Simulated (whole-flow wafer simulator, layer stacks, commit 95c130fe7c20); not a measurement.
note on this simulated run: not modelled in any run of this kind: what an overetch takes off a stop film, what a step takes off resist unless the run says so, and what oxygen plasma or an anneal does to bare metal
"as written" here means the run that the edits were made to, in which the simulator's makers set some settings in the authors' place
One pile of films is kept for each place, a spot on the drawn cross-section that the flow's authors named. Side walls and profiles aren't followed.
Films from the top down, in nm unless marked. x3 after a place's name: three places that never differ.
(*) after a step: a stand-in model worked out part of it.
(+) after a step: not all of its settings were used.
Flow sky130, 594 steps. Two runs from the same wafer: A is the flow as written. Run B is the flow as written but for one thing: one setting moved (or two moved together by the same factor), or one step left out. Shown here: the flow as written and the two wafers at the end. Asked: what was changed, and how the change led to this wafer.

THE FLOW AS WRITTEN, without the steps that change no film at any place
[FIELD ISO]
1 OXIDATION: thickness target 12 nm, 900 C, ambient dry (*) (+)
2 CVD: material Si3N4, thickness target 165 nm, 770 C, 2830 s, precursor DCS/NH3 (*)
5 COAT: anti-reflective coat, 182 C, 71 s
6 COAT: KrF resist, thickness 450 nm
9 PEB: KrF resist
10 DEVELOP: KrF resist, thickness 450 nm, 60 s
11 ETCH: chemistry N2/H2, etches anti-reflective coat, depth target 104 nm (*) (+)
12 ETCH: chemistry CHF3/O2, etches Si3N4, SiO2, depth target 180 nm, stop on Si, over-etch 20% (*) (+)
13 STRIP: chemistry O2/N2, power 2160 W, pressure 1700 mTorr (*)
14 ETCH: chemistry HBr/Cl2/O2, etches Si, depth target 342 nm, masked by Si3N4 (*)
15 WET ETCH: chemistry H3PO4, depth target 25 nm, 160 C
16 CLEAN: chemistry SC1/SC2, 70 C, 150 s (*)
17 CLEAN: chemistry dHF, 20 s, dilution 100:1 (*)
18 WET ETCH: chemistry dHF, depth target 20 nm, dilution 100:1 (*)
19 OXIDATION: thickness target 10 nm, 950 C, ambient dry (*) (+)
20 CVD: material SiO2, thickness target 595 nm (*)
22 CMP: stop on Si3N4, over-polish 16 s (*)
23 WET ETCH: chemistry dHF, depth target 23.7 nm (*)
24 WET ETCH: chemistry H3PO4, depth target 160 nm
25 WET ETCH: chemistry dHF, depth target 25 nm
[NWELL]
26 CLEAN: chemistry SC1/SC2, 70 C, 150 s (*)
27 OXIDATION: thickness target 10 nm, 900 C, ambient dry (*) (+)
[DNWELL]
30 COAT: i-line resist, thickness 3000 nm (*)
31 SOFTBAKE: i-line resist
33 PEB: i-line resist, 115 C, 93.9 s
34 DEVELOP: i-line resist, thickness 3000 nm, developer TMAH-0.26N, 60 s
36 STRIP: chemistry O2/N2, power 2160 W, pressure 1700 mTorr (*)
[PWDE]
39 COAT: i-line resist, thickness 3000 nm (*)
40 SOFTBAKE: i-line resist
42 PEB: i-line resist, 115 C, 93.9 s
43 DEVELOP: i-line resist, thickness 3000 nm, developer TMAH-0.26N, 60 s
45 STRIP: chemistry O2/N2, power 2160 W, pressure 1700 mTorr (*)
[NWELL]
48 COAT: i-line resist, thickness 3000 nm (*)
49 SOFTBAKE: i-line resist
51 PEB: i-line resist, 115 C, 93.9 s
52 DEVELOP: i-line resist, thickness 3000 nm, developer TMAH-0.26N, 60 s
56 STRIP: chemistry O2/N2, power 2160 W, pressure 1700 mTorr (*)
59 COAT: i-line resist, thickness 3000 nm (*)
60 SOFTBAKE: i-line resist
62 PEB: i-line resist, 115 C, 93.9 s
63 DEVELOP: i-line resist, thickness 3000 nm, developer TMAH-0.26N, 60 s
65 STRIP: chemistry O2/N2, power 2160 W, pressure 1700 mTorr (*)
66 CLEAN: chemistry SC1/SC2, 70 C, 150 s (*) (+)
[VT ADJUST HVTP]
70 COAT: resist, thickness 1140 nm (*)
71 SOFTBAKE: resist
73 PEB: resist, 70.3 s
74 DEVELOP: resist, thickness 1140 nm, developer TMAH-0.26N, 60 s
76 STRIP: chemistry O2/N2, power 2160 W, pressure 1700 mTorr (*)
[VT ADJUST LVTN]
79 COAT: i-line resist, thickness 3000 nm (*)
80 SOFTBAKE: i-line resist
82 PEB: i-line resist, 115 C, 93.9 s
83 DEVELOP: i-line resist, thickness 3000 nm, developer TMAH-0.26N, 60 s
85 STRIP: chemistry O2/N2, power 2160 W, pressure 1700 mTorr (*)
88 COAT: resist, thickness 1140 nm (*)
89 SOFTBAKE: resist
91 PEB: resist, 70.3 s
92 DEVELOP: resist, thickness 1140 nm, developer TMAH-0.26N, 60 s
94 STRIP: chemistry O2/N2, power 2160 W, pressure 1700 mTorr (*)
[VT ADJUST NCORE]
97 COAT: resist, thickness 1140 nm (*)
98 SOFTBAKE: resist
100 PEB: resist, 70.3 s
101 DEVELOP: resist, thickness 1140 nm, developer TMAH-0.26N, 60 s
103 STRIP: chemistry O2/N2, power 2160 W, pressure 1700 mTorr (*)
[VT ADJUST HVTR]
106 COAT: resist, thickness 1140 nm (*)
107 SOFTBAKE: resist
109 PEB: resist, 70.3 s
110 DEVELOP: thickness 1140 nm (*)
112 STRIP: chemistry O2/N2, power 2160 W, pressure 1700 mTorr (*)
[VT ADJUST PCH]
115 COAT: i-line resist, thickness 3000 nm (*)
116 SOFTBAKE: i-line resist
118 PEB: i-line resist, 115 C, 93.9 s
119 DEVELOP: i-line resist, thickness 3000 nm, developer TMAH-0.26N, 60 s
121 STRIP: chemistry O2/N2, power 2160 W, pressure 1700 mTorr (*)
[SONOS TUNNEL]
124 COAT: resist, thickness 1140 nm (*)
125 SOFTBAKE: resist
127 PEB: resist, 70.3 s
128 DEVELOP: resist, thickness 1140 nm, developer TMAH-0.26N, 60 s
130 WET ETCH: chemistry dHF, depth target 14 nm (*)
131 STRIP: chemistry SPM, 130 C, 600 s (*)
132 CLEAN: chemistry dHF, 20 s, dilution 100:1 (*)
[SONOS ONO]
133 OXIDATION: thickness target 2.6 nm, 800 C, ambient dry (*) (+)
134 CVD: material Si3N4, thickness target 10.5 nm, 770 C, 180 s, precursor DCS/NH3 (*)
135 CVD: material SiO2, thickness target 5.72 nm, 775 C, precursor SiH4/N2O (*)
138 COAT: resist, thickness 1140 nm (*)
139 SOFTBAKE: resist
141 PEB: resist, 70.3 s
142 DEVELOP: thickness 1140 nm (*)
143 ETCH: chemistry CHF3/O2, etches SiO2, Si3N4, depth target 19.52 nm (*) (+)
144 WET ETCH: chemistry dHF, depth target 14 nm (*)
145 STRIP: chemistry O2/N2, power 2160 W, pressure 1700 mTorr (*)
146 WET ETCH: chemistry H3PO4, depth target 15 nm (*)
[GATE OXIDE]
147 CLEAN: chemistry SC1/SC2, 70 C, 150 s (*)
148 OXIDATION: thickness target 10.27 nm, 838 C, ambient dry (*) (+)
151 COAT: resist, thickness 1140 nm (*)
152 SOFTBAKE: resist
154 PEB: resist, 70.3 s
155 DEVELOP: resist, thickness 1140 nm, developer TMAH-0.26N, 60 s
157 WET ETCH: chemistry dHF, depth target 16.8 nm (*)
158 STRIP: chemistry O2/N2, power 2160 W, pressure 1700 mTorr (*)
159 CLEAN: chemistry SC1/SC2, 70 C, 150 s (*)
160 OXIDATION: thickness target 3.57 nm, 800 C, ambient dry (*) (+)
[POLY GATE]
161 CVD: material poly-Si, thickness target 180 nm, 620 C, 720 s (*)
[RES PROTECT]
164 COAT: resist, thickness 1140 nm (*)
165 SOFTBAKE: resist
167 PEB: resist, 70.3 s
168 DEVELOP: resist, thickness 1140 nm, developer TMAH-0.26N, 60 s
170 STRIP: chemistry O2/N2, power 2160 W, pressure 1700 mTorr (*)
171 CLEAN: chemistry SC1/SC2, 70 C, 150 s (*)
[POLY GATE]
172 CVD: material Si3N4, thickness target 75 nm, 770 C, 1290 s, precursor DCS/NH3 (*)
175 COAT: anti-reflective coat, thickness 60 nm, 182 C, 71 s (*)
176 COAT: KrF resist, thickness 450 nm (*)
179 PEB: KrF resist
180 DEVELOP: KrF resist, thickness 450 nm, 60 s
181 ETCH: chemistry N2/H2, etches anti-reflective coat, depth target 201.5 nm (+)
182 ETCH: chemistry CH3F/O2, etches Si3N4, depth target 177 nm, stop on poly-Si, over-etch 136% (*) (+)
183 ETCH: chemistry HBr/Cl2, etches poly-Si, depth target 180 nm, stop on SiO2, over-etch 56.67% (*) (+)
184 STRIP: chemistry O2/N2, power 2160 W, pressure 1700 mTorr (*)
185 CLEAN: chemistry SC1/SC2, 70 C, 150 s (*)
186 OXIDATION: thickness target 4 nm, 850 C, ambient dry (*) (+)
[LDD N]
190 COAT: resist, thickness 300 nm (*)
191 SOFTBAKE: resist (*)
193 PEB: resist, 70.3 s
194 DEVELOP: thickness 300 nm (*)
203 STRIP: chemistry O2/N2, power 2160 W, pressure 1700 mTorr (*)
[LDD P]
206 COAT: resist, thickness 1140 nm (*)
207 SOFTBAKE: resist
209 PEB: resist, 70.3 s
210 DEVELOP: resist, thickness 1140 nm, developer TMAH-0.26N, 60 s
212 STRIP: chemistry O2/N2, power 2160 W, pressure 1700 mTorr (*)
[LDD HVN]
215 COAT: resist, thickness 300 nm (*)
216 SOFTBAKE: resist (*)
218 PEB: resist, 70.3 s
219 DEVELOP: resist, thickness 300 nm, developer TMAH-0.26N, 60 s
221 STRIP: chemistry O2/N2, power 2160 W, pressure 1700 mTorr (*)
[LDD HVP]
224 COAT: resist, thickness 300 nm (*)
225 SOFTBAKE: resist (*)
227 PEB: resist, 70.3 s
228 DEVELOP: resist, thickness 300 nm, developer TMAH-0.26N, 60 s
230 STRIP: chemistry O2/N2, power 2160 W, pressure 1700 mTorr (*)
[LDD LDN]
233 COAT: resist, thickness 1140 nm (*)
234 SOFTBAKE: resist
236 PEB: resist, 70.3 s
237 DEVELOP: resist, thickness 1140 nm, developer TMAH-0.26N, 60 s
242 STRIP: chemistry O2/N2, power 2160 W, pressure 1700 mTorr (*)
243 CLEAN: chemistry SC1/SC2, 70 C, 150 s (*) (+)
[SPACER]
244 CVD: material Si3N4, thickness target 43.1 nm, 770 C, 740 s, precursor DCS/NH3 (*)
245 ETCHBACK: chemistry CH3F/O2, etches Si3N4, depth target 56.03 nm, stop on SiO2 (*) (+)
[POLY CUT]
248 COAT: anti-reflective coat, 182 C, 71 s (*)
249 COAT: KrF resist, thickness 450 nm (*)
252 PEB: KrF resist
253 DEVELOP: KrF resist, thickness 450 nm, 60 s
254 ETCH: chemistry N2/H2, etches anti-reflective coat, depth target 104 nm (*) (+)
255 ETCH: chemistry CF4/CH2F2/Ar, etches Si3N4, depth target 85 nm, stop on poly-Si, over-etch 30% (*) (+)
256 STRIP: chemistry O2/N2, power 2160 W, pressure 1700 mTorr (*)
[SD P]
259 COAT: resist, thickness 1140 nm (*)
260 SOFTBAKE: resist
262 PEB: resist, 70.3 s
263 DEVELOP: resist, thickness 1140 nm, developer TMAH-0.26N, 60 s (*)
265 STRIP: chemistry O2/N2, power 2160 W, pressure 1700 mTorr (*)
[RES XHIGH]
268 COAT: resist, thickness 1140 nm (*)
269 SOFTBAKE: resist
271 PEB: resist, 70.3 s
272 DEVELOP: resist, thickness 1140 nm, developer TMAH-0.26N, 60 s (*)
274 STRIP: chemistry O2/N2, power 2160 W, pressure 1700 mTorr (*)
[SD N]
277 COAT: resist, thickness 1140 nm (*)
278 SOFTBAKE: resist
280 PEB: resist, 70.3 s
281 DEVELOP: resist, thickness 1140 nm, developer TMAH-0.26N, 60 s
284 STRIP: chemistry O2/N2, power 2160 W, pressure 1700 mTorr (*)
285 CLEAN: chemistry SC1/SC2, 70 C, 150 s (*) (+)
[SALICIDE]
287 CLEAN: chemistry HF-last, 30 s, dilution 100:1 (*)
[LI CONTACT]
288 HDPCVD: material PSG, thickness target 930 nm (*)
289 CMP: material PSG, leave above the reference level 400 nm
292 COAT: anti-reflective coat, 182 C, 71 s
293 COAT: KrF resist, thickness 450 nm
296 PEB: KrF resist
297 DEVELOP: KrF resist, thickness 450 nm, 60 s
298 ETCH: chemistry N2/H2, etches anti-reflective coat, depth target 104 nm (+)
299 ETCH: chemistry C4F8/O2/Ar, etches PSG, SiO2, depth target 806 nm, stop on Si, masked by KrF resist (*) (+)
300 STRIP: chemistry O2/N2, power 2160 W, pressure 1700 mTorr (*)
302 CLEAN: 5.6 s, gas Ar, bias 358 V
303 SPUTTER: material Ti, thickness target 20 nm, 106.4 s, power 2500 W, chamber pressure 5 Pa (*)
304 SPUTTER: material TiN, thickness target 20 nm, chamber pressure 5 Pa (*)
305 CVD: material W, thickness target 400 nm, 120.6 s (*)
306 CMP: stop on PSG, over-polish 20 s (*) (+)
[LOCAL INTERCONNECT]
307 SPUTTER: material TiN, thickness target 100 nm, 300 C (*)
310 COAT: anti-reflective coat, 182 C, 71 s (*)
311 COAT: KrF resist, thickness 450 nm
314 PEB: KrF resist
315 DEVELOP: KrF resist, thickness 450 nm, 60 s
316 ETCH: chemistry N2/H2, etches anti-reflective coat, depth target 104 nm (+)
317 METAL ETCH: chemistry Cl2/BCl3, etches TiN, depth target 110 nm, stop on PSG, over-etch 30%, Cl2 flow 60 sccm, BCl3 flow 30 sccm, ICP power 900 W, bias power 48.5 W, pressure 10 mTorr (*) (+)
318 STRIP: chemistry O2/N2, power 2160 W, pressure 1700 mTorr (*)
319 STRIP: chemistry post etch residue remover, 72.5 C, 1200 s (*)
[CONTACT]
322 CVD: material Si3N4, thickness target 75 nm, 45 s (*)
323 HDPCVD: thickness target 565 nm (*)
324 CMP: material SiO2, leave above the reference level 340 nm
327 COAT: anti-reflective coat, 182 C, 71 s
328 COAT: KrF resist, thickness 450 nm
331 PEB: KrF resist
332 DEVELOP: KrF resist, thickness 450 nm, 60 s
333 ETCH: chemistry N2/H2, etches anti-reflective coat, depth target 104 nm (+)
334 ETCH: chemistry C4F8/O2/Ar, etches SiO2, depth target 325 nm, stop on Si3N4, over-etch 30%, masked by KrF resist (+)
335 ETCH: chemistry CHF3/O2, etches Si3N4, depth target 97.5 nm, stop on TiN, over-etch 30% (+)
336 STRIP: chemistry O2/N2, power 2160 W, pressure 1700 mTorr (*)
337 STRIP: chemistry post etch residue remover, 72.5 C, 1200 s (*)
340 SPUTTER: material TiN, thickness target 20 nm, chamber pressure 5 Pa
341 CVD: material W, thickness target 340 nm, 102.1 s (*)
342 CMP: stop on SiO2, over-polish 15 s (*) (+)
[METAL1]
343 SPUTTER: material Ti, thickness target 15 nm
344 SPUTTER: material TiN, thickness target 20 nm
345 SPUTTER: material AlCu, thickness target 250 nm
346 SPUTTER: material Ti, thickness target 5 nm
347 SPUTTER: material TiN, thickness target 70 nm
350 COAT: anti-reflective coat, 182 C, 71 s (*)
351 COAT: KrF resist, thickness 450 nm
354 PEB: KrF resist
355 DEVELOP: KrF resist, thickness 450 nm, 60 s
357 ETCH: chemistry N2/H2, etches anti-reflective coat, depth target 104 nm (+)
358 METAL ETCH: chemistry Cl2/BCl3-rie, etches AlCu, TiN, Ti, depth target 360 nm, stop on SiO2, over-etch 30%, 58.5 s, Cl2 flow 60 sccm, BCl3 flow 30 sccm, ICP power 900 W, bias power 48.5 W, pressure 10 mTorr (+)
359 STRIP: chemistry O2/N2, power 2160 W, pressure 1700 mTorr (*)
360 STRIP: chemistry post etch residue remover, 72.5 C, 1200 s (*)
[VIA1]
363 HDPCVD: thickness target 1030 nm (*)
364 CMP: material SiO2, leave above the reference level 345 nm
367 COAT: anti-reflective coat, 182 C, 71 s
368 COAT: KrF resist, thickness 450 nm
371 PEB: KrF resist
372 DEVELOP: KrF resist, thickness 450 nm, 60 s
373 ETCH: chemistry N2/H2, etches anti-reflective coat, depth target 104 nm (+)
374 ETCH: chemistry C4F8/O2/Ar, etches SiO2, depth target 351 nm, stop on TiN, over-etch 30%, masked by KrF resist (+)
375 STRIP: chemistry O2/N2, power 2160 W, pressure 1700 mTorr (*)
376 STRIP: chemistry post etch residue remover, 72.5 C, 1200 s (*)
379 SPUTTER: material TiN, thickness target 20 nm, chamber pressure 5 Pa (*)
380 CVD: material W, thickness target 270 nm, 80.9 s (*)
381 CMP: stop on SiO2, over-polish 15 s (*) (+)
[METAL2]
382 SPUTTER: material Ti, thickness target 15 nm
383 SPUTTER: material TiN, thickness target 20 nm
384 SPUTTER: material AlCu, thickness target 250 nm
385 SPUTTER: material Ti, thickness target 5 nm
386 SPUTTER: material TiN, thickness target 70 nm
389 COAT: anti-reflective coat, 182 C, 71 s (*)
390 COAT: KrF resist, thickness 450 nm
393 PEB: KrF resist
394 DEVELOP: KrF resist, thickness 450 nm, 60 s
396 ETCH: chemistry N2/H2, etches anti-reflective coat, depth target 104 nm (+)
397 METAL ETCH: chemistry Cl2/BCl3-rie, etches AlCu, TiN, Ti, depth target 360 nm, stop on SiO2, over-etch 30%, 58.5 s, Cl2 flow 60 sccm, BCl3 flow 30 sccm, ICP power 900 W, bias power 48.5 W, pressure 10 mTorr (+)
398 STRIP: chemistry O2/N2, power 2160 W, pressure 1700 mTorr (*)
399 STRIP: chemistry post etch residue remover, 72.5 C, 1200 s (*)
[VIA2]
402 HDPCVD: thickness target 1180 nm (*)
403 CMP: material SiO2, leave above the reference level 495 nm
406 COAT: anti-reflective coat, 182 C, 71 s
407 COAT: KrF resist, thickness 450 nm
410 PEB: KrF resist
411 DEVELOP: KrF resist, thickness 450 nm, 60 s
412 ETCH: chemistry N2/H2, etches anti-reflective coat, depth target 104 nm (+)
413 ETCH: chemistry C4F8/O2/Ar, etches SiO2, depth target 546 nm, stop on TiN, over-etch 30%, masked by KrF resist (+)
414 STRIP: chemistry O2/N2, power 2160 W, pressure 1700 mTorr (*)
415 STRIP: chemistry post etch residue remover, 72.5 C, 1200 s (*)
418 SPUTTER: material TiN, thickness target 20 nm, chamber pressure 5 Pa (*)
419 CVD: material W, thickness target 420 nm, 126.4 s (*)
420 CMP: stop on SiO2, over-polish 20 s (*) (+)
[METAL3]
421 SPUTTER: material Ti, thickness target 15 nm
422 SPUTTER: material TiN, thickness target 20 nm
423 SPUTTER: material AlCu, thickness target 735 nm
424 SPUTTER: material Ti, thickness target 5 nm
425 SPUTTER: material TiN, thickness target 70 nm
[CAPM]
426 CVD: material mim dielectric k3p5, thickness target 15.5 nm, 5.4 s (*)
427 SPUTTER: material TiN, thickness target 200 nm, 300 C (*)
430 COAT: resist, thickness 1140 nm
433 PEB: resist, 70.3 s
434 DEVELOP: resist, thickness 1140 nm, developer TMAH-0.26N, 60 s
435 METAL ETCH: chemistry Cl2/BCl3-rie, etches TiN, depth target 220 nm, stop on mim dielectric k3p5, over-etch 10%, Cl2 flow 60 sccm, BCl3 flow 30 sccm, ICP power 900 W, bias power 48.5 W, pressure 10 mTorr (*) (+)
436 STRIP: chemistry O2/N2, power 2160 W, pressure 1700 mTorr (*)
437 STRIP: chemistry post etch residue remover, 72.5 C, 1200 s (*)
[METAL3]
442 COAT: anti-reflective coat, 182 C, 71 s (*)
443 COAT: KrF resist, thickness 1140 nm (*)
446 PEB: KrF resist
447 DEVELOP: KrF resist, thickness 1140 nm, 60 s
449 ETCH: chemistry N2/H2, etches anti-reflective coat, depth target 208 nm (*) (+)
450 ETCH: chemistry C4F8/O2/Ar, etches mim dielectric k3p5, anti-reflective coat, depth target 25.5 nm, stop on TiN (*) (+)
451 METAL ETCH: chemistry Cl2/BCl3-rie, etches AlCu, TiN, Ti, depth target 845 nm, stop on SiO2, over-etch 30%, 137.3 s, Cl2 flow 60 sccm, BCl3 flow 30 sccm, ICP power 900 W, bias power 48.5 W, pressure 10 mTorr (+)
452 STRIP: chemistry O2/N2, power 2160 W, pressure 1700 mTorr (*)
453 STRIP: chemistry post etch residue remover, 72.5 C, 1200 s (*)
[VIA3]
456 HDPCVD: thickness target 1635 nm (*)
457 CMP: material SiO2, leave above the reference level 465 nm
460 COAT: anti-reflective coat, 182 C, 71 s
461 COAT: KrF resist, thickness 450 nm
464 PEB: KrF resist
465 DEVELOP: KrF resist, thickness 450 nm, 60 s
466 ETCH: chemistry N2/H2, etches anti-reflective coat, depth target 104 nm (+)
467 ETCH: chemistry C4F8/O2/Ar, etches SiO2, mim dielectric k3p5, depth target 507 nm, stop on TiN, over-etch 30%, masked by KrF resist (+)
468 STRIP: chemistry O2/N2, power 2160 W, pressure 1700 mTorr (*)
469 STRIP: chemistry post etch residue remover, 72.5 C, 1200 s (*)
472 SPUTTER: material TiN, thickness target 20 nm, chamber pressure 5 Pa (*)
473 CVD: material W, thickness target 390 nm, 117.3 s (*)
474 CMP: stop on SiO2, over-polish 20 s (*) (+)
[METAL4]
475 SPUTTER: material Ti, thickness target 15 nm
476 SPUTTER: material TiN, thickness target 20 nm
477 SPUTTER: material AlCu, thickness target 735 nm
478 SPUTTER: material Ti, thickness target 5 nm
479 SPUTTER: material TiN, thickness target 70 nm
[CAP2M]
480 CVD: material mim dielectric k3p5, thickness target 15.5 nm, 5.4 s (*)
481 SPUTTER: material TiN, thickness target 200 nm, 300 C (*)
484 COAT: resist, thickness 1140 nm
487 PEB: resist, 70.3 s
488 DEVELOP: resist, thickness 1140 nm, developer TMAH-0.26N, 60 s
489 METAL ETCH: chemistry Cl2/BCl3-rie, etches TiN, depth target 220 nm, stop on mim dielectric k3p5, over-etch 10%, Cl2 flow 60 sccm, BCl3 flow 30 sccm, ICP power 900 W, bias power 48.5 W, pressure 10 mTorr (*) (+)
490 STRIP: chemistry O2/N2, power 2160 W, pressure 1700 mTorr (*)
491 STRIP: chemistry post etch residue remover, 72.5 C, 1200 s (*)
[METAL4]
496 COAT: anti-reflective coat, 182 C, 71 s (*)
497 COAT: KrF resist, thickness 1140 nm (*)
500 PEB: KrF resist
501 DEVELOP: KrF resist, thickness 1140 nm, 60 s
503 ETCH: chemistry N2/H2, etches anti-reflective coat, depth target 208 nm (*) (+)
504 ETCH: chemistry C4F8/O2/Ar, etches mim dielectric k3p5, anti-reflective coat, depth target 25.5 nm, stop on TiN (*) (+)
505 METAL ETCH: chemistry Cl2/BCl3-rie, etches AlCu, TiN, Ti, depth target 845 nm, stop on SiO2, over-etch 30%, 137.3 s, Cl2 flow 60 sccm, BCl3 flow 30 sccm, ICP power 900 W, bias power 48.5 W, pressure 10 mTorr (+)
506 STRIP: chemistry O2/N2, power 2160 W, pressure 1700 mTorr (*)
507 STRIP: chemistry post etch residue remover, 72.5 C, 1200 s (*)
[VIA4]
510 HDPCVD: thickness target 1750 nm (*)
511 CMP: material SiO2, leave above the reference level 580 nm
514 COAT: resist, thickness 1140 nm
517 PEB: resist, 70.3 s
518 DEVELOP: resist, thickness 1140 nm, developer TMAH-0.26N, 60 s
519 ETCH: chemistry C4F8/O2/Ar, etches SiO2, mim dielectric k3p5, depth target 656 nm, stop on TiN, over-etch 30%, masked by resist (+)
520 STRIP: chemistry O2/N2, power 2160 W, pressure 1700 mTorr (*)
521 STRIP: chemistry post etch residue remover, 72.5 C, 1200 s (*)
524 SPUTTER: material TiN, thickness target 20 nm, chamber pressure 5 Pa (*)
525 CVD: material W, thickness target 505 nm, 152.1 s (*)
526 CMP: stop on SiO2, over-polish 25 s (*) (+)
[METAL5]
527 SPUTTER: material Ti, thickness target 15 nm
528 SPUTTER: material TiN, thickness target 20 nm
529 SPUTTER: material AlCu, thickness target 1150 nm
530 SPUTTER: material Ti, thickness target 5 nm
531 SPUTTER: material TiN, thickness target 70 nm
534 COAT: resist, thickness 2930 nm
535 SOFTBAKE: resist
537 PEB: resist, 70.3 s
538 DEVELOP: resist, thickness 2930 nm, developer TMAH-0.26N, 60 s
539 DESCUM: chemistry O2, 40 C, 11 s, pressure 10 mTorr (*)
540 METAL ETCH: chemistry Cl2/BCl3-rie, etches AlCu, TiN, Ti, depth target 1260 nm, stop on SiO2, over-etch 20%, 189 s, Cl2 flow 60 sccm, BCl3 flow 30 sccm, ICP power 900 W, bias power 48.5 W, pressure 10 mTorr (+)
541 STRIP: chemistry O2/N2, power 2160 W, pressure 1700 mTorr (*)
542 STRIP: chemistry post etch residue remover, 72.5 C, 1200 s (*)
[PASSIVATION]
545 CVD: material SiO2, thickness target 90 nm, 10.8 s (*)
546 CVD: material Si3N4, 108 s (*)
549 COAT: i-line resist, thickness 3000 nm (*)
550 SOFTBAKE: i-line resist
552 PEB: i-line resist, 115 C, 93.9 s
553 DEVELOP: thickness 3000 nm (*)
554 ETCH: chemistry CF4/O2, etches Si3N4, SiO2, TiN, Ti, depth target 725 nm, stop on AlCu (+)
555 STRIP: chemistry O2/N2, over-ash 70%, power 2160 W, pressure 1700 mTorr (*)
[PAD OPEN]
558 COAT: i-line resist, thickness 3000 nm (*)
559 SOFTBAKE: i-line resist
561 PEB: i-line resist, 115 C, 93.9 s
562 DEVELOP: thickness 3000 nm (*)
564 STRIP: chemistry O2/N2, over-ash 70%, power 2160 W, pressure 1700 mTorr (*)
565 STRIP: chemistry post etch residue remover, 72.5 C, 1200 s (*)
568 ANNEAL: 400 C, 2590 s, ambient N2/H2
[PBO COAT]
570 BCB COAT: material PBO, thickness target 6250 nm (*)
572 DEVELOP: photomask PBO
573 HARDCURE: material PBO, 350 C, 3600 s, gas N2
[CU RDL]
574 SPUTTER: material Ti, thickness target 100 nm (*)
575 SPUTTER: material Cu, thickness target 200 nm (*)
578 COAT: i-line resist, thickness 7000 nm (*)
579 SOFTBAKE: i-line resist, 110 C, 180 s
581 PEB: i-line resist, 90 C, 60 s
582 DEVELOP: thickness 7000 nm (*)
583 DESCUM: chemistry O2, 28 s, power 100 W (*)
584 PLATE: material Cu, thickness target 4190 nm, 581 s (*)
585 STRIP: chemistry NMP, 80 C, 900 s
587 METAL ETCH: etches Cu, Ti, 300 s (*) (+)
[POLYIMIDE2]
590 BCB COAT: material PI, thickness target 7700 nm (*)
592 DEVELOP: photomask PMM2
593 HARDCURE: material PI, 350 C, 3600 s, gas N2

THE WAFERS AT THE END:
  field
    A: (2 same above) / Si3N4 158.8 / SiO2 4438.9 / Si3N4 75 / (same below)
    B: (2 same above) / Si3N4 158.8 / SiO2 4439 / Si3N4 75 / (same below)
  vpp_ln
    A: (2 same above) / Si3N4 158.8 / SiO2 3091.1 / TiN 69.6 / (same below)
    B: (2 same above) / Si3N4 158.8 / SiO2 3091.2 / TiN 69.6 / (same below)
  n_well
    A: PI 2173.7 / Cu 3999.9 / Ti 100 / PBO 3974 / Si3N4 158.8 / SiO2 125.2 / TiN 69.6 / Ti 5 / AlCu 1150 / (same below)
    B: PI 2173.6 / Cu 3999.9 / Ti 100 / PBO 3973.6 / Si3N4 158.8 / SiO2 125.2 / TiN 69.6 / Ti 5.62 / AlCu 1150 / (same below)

The cause: step 530, SPUTTER: thickness target 5.62 nm was run, where the flow has thickness target 5 nm.
It can be read off the wafer: n_well has Ti 5.62, and step 530 as written asks for 5 nm.

How the change led to this, step by step:
  530 SPUTTER: material Ti, thickness target 5 nm
      field, active, n_well and 190 more: A Ti +5 (new film) | B Ti +5.62 (new film)
  540 METAL ETCH: chemistry Cl2/BCl3-rie, etches AlCu, TiN, Ti, depth target 1260 nm, stop on SiO2, over-etch 20%, 189 s, Cl2 flow 60 sccm, BCl3 flow 30 sccm, ICP power 900 W, bias power 48.5 W, pressure 10 mTorr (+)
      field, active, gate and 175 more: A TiN -70 (all of it), Ti -5 (all of it), AlCu -1150 (all of it), TiN -20 (all of it), Ti -15 (all of it), SiO2 -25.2 | B TiN -70 (all of it), Ti -5.62 (all of it), AlCu -1150 (all of it), TiN -20 (all of it), Ti -15 (all of it), SiO2 -25.1
  554 ETCH: chemistry CF4/O2, etches Si3N4, SiO2, TiN, Ti, depth target 725 nm, stop on AlCu (+)
      pad: A Si3N4 -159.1 (all of it), SiO2 -125.2 (all of it), TiN -69.6 (all of it), Ti -5 (all of it) | B Si3N4 -159.1 (all of it), SiO2 -125.2 (all of it), TiN -69.6 (all of it), Ti -5.62 (all of it)
